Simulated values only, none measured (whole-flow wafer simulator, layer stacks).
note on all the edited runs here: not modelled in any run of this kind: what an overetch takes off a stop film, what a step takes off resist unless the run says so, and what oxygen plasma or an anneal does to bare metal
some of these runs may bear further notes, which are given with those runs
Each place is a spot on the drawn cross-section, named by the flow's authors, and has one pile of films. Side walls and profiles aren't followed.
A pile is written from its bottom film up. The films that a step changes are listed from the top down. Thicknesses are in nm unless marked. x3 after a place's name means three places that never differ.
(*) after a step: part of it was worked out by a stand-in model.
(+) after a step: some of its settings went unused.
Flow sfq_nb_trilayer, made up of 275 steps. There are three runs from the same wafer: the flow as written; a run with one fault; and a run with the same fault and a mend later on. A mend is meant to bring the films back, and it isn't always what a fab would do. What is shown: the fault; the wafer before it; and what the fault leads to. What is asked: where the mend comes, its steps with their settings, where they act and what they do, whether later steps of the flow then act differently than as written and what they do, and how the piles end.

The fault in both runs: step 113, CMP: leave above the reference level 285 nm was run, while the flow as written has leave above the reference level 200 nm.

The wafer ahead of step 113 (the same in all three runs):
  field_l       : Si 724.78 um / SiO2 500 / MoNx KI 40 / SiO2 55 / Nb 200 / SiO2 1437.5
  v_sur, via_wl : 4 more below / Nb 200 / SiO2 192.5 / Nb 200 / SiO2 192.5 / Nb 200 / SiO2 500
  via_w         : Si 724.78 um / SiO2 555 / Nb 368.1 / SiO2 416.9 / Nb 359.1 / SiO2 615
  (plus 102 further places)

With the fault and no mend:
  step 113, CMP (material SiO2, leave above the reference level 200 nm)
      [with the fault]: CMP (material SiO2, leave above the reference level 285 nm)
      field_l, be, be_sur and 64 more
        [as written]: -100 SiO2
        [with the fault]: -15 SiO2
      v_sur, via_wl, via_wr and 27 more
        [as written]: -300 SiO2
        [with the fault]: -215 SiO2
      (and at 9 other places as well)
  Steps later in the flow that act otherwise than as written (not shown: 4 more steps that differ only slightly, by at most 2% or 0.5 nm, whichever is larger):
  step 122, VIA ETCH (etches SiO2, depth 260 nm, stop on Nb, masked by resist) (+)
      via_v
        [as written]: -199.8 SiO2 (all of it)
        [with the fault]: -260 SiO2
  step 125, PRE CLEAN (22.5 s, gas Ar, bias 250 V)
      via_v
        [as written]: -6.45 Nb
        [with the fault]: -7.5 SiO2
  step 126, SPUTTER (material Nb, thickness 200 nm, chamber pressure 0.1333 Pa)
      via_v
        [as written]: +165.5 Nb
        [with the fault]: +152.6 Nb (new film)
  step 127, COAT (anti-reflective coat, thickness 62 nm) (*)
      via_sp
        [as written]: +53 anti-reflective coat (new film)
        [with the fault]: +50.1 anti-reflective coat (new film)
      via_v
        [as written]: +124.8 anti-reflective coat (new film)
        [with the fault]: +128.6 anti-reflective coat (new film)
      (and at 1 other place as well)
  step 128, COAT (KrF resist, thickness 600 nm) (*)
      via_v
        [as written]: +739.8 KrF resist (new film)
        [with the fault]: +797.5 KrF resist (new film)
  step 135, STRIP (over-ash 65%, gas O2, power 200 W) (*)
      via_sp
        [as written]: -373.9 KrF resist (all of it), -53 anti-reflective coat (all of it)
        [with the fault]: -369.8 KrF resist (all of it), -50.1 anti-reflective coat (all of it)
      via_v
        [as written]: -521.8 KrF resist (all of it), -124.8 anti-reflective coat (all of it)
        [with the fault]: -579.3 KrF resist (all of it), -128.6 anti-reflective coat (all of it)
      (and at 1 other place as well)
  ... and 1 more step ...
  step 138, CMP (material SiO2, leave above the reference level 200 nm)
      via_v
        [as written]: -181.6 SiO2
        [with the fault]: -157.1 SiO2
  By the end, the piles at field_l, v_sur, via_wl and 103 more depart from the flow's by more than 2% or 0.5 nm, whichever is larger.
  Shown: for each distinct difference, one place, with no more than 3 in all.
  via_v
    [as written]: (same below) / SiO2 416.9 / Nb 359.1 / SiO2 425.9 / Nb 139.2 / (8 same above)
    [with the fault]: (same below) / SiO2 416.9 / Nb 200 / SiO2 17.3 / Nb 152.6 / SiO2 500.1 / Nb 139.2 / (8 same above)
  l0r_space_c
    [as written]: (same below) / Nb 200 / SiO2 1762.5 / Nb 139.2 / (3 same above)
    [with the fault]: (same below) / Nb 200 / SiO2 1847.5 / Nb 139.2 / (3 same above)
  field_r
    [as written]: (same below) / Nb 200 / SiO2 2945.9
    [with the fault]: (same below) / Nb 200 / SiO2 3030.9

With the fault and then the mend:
  The mend stands after step 120.
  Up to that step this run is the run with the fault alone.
  step 120a, STRIP (over-ash 65%, gas O2, power 200 W) (*)
      field_l, v_sur, via_wl and 102 more
        -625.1 KrF resist (all of it), -62 anti-reflective coat (all of it)
      via_v
        -62 anti-reflective coat (all of it)
  step 120b, CMP (material SiO2, leave above the reference level 200 nm) (a further turn of the flow's step 113)
      field_l, v_sur, via_wl and 103 more
        -85 SiO2
  step 120c, COAT (anti-reflective coat, thickness 62 nm) (a further turn of the flow's step 115)
      field_l, v_sur, via_wl and 103 more
        +62 anti-reflective coat (new film)
  step 120d, COAT (KrF resist, thickness 650 nm) (a further turn of the flow's step 116)
      field_l, v_sur, via_wl and 103 more
        +650 KrF resist (new film)
  step 120e, SOFTBAKE (KrF resist) (a further turn of the flow's step 117)
      leaves every film unchanged at each place that is followed
  step 120f, EXPOSE (photomask I3, dose 11.91 mJ/cm2, NA 0.6, wavelength 248 nm) (*) (a further turn of the flow's step 118)
      leaves every film unchanged at each place that is followed
  step 120g, PEB (KrF resist, 90 s) (a further turn of the flow's step 119)
      field_l, v_sur, via_wl and 103 more
        -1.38 KrF resist
  step 120h, DEVELOP (KrF resist, thickness 650 nm, 60 s) (a further turn of the flow's step 120)
      field_l, v_sur, via_wl and 102 more
        -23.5 KrF resist
      via_v
        -648.6 KrF resist (all of it)
  None of the later steps of the flow acts differently than as written at any place that is followed.
  At every place that both follow, the piles at the end match the flow's.
